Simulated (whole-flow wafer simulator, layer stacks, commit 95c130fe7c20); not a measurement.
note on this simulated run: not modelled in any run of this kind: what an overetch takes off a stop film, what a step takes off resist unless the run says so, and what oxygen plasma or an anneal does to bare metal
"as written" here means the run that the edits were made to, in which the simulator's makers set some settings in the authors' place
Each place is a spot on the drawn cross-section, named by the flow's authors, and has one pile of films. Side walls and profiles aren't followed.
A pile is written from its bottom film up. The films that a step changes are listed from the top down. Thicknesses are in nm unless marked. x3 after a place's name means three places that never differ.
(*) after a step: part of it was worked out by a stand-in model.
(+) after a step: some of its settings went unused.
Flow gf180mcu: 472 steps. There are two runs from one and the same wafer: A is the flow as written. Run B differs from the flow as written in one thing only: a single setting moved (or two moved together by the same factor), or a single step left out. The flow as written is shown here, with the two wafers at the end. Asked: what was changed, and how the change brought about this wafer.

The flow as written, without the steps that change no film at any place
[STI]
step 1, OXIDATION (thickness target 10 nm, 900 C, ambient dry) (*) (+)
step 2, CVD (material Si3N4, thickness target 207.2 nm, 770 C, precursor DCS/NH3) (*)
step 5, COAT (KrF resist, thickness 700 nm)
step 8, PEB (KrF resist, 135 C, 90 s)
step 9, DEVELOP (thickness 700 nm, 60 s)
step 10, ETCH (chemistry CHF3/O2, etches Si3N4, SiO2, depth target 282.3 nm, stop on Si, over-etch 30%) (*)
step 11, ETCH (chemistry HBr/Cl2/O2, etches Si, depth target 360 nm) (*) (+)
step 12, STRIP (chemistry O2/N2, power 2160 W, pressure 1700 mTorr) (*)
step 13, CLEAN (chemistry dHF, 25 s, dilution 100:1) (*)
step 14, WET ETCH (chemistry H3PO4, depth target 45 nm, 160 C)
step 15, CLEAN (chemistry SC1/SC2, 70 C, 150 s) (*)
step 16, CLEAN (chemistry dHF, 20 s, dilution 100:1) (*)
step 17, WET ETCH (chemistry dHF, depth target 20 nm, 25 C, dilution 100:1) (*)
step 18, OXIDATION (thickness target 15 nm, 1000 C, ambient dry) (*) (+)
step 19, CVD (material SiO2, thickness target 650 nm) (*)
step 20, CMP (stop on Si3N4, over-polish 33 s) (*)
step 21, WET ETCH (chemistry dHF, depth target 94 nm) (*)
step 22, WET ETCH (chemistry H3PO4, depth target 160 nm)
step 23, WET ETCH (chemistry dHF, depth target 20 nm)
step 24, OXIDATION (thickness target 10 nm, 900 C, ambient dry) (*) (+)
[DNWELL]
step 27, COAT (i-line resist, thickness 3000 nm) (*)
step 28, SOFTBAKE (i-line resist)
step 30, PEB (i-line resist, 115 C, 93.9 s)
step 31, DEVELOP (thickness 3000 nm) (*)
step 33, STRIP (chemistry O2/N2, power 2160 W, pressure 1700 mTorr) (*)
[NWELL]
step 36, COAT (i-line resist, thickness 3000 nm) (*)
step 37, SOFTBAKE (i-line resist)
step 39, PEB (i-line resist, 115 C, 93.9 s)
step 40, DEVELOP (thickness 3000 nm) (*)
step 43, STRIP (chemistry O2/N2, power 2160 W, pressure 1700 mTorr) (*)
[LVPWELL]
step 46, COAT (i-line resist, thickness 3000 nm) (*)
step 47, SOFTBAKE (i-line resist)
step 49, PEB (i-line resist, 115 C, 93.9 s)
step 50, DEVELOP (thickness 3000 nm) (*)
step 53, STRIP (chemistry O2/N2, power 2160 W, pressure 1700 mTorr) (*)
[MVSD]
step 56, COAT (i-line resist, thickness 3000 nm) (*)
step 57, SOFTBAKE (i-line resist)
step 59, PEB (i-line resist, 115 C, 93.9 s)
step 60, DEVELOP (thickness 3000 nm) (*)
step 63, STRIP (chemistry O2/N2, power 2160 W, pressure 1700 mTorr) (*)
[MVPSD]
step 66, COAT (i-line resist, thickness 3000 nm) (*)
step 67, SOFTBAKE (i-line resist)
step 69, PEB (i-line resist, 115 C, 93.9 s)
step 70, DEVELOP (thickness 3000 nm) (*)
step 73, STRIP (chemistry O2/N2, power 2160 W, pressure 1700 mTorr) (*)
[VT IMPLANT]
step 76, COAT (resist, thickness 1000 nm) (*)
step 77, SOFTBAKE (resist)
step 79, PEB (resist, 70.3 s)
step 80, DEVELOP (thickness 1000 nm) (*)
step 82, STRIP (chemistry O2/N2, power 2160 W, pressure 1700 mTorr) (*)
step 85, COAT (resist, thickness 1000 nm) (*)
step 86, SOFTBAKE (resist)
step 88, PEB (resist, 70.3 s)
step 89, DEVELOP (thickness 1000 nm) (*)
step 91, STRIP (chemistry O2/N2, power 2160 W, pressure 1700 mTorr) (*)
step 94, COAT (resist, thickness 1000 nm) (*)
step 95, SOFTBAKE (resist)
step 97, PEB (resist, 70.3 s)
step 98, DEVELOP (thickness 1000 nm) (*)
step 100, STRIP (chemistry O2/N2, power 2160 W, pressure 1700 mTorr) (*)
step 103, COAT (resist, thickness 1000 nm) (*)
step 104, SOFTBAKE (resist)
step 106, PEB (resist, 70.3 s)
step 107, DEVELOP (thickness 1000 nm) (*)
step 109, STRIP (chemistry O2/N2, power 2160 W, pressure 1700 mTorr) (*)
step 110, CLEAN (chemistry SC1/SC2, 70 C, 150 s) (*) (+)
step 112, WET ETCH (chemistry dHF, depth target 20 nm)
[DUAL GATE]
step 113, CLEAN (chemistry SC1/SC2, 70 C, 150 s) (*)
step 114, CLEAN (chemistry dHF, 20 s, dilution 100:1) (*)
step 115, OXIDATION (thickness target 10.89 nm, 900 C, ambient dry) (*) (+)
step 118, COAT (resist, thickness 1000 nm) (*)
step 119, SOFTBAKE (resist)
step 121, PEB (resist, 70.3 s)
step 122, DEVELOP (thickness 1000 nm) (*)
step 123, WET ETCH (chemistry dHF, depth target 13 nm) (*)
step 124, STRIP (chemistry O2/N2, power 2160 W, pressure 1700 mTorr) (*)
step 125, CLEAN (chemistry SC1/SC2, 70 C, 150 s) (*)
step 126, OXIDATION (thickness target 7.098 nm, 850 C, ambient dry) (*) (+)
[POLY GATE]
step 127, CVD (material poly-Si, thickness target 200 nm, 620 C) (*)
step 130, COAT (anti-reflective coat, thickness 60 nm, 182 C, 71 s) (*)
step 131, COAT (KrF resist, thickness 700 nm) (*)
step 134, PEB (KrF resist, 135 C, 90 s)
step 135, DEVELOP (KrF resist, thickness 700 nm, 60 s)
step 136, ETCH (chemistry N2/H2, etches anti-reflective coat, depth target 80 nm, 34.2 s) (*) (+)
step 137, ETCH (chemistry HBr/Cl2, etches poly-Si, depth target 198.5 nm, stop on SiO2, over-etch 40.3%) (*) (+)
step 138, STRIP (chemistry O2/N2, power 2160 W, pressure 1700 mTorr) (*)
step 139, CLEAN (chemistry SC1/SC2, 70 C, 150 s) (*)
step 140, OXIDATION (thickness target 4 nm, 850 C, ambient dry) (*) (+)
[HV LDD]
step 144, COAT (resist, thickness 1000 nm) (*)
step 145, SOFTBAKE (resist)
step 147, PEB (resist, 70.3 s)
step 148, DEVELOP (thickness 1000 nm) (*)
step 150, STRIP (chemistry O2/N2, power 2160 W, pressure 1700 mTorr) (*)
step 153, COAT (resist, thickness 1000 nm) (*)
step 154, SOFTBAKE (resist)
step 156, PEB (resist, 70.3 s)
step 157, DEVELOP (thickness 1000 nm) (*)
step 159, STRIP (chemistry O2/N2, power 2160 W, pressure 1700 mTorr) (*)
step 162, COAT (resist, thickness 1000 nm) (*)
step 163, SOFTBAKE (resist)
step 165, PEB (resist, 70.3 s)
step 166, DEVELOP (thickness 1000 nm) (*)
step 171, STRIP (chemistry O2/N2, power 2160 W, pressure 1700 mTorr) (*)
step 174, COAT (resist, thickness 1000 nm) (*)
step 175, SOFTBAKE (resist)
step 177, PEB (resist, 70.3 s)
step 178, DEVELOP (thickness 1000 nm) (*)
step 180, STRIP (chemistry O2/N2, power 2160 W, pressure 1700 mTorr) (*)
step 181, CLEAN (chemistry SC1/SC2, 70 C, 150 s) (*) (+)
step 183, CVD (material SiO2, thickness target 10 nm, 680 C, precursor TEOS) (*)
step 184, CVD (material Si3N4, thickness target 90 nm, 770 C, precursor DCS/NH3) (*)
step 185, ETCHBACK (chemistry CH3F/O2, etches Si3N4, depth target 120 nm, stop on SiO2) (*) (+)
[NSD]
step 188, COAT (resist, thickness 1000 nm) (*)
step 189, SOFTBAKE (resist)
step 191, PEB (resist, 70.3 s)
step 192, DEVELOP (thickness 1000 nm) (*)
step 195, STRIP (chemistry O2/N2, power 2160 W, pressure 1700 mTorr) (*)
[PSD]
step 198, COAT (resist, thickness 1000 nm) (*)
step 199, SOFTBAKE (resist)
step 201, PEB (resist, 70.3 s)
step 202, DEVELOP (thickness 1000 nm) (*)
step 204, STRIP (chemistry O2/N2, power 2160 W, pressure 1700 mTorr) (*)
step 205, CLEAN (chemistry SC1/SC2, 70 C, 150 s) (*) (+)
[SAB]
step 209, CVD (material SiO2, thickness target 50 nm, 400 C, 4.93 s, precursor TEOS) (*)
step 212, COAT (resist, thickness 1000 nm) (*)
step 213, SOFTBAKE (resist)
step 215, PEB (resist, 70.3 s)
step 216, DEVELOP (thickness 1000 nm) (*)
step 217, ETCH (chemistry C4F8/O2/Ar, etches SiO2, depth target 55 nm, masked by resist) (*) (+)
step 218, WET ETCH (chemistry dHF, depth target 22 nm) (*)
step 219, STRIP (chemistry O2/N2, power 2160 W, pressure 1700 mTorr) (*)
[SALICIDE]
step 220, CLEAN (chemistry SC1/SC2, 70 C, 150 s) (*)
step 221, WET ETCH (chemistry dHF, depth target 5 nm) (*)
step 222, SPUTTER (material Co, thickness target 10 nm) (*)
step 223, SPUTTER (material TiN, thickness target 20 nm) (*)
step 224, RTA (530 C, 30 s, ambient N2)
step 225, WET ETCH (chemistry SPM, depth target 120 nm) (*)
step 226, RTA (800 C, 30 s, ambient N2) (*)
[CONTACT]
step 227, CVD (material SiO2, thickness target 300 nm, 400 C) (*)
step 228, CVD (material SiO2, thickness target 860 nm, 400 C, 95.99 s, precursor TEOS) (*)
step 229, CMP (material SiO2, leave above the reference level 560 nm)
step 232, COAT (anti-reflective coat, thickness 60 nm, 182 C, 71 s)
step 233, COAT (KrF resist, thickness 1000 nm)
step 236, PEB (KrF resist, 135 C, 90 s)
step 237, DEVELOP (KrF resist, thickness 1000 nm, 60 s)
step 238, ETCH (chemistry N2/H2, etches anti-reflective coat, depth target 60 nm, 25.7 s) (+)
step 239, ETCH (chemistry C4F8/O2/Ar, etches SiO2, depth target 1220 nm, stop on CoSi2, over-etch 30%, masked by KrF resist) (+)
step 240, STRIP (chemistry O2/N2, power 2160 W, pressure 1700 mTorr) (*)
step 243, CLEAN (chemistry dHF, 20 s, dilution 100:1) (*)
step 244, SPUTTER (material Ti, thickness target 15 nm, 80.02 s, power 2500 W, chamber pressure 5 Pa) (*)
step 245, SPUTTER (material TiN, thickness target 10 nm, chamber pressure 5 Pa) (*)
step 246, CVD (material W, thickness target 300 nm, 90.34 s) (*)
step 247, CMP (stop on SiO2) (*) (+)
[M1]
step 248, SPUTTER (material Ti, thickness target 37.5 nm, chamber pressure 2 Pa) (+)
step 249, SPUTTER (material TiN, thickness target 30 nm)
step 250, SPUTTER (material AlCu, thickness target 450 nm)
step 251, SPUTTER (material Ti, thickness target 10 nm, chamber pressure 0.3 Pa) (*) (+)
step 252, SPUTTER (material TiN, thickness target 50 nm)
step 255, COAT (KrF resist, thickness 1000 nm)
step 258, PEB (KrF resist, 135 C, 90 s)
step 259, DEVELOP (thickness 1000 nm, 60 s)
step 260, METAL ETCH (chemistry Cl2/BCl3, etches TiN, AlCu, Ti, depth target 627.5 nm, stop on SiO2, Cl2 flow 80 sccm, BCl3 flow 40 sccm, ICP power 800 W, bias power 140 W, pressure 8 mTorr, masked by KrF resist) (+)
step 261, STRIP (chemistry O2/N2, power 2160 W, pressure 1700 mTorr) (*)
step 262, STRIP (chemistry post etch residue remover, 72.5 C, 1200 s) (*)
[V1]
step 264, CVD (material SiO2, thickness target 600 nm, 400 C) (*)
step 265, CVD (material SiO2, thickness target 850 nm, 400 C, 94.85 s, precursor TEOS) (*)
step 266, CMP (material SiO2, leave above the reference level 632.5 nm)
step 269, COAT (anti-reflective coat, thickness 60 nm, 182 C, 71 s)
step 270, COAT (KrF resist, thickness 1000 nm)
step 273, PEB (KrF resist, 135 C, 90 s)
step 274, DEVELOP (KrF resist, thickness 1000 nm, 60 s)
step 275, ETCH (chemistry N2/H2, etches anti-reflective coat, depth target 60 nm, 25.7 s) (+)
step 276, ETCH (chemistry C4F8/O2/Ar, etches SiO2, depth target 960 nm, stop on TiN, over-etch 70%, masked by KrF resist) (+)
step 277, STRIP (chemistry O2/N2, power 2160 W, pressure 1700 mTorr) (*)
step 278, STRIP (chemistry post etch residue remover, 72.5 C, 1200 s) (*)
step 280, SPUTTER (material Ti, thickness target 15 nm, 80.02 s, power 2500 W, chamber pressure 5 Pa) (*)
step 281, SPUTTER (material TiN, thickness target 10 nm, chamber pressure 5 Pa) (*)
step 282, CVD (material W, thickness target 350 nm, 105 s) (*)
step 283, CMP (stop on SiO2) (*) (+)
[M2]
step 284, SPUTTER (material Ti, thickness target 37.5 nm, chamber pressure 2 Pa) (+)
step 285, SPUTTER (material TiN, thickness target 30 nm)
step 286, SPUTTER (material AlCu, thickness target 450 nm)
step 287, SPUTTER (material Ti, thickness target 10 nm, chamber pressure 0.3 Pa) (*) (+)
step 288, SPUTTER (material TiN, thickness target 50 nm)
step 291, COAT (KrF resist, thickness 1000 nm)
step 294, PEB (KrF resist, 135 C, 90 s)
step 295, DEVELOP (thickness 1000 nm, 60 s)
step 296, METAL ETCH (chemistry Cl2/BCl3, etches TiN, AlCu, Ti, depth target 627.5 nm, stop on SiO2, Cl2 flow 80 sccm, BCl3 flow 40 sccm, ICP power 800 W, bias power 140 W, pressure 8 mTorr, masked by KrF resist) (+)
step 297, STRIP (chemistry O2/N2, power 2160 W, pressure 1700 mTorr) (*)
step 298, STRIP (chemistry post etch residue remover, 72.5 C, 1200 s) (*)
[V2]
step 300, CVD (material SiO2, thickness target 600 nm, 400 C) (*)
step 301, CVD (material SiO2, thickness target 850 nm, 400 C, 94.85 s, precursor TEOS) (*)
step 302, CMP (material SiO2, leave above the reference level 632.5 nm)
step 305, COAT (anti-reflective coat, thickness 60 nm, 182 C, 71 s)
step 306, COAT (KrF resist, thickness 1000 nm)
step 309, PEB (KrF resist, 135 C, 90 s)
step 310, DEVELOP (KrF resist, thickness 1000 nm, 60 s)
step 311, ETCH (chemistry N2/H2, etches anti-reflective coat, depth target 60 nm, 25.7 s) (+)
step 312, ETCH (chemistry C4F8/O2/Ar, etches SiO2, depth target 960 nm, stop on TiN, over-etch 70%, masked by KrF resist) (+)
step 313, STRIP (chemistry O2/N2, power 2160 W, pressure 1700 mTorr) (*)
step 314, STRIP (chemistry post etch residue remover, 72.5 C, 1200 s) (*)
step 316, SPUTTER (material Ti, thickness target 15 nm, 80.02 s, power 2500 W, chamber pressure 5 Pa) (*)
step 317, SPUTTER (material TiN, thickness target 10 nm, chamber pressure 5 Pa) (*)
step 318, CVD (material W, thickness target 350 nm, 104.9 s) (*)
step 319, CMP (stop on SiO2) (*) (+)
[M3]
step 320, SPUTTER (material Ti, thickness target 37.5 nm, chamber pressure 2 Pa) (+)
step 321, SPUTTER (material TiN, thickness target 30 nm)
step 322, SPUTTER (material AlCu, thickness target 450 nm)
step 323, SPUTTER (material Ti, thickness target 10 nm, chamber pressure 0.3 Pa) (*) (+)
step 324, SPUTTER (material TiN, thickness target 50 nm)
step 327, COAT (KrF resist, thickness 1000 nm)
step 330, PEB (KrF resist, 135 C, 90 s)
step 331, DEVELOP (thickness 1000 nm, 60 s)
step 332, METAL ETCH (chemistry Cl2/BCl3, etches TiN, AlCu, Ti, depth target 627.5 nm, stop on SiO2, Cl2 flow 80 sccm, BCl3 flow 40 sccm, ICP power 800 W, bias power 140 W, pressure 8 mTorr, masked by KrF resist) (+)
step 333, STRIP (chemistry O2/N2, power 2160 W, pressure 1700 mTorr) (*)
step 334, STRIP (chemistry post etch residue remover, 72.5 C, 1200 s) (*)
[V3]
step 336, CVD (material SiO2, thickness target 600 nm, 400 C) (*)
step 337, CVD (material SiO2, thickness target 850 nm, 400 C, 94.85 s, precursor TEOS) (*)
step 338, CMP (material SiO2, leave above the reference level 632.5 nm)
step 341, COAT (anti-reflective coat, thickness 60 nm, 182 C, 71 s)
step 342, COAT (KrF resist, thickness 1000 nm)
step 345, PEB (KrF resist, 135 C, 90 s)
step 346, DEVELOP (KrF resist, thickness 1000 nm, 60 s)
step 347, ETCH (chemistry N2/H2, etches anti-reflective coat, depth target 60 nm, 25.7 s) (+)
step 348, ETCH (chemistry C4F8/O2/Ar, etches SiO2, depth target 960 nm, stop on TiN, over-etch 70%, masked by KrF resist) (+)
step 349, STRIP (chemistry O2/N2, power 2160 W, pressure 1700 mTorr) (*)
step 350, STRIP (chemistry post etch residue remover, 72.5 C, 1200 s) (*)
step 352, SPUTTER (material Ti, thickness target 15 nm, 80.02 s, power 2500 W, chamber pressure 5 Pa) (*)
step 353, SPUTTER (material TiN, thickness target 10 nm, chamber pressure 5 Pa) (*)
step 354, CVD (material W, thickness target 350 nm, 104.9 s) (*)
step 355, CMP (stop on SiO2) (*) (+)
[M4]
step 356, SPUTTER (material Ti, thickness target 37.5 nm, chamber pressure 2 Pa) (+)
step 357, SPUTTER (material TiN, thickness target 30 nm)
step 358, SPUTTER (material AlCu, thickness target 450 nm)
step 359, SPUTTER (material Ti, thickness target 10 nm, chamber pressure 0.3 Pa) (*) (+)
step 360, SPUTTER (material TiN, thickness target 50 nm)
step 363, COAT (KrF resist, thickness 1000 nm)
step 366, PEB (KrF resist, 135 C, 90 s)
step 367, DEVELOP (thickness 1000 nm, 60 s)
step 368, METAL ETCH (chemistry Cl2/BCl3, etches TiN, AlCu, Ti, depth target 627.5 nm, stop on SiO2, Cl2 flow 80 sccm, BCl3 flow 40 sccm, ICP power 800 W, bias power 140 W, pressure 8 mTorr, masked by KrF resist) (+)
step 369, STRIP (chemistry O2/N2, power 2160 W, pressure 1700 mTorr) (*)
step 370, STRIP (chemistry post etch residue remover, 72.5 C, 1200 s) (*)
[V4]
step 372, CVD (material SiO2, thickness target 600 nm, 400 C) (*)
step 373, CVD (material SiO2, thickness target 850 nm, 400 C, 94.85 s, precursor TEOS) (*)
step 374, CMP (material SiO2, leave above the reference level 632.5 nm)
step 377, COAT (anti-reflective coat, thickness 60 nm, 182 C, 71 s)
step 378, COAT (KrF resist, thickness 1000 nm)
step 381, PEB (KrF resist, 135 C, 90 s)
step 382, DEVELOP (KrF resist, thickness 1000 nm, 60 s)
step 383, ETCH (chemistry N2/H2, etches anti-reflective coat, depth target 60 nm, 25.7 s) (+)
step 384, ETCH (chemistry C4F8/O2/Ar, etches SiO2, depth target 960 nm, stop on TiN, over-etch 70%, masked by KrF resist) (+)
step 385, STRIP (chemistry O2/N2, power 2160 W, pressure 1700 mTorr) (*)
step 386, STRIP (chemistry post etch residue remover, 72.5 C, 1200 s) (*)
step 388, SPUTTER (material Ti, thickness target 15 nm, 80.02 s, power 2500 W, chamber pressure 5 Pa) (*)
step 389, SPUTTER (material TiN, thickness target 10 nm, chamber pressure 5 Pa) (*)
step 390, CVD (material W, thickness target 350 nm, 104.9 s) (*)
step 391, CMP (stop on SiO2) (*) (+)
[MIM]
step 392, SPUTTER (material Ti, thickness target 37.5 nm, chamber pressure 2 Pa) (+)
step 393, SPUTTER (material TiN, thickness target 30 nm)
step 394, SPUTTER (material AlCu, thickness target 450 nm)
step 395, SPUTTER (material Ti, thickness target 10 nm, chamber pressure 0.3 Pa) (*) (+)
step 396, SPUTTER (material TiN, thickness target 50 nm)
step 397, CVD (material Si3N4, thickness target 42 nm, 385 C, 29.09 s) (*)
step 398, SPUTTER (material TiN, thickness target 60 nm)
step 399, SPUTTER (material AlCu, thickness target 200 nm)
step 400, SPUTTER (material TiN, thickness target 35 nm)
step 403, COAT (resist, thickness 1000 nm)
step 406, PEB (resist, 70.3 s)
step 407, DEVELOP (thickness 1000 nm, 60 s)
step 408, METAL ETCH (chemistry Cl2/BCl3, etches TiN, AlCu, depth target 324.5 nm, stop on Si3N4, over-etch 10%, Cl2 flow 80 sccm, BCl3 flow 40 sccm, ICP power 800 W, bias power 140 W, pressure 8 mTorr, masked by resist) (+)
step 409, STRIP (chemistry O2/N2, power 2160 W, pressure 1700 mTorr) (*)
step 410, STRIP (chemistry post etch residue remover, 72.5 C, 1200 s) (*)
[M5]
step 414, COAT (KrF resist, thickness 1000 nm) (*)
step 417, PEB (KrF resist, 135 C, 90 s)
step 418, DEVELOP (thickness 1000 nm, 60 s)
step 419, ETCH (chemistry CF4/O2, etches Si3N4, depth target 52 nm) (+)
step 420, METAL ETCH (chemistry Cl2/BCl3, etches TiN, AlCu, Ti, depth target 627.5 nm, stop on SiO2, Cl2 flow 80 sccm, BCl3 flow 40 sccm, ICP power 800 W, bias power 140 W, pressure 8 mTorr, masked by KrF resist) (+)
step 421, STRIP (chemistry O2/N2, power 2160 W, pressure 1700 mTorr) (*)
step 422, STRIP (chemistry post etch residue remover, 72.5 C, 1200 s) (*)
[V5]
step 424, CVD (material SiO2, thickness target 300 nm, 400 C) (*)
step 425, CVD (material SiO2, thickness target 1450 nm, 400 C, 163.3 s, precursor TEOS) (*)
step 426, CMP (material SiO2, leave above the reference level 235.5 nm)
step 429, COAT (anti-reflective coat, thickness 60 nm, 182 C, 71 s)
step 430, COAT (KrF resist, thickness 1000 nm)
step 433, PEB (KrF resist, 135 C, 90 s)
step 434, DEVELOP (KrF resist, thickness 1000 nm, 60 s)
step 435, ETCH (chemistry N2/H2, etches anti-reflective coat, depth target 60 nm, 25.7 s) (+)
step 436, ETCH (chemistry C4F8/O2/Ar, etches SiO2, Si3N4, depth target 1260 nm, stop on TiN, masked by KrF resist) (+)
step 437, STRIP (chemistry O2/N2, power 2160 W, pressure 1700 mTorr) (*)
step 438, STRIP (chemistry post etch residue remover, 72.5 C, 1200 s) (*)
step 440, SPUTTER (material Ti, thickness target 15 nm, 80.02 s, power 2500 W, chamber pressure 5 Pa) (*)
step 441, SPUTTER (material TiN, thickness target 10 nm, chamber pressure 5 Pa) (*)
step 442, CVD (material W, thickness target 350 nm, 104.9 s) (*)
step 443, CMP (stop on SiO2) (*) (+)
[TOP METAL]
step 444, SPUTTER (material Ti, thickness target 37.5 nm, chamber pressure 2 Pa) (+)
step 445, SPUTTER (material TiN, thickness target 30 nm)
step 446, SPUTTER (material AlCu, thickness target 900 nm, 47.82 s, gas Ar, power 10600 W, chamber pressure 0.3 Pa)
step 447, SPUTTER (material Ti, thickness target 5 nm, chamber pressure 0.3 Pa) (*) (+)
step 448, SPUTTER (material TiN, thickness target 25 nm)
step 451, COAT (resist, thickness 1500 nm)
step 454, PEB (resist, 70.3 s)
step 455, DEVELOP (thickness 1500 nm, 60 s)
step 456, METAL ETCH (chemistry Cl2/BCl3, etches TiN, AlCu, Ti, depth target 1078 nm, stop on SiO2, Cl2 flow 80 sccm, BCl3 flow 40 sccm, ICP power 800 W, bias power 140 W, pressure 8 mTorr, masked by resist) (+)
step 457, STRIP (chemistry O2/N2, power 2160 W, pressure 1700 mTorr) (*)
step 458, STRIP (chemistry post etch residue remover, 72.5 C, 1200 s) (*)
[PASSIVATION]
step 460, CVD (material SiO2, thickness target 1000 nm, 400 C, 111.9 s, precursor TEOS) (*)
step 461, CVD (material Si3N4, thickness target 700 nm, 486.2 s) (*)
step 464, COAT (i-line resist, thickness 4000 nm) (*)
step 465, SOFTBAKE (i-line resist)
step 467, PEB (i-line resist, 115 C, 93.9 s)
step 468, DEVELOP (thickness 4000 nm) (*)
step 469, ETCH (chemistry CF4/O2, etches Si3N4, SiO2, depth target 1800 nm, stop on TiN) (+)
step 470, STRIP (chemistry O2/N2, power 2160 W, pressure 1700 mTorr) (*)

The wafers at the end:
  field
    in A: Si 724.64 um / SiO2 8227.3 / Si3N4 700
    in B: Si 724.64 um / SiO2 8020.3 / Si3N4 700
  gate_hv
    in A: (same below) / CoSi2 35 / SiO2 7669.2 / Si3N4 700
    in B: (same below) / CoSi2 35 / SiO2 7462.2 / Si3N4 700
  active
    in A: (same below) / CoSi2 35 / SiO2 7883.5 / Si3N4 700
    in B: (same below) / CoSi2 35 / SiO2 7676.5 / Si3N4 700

The reason: step 286, SPUTTER: thickness target 243 nm was run, while the flow as written has thickness target 450 nm.

How this came from the change, step by step:
  step 286, SPUTTER (material AlCu, thickness target 450 nm)
      field, field__w1, field__w2 and 108 more: A AlCu gains 450 (new film) | B AlCu gains 243 (new film)
  step 296, METAL ETCH (chemistry Cl2/BCl3, etches TiN, AlCu, Ti, depth target 627.5 nm, stop on SiO2, Cl2 flow 80 sccm, BCl3 flow 40 sccm, ICP power 800 W, bias power 140 W, pressure 8 mTorr, masked by KrF resist) (+)
      field, field__w1, field__w2 and 103 more: A TiN loses 50 (all of it), Ti loses 10 (all of it), AlCu loses 450 (all of it), TiN loses 30 (all of it), Ti loses 37.5 (all of it) | B TiN loses 50 (all of it), Ti loses 10 (all of it), AlCu loses 243 (all of it), TiN loses 30 (all of it), Ti loses 37.5 (all of it)
      field__w8, contact, m1, m1__w1, m1_nw: A KrF resist loses 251 | B KrF resist loses 222.3
  step 297, STRIP (chemistry O2/N2, power 2160 W, pressure 1700 mTorr) (*)
      field__w8, contact, m1, m1__w1, m1_nw: A KrF resist loses 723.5 (all of it) | B KrF resist loses 752.2 (all of it)
  step 302, CMP (material SiO2, leave above the reference level 632.5 nm)
      field, field__w1, field__w2 and 103 more: A SiO2 loses 300 | B SiO2 loses 507
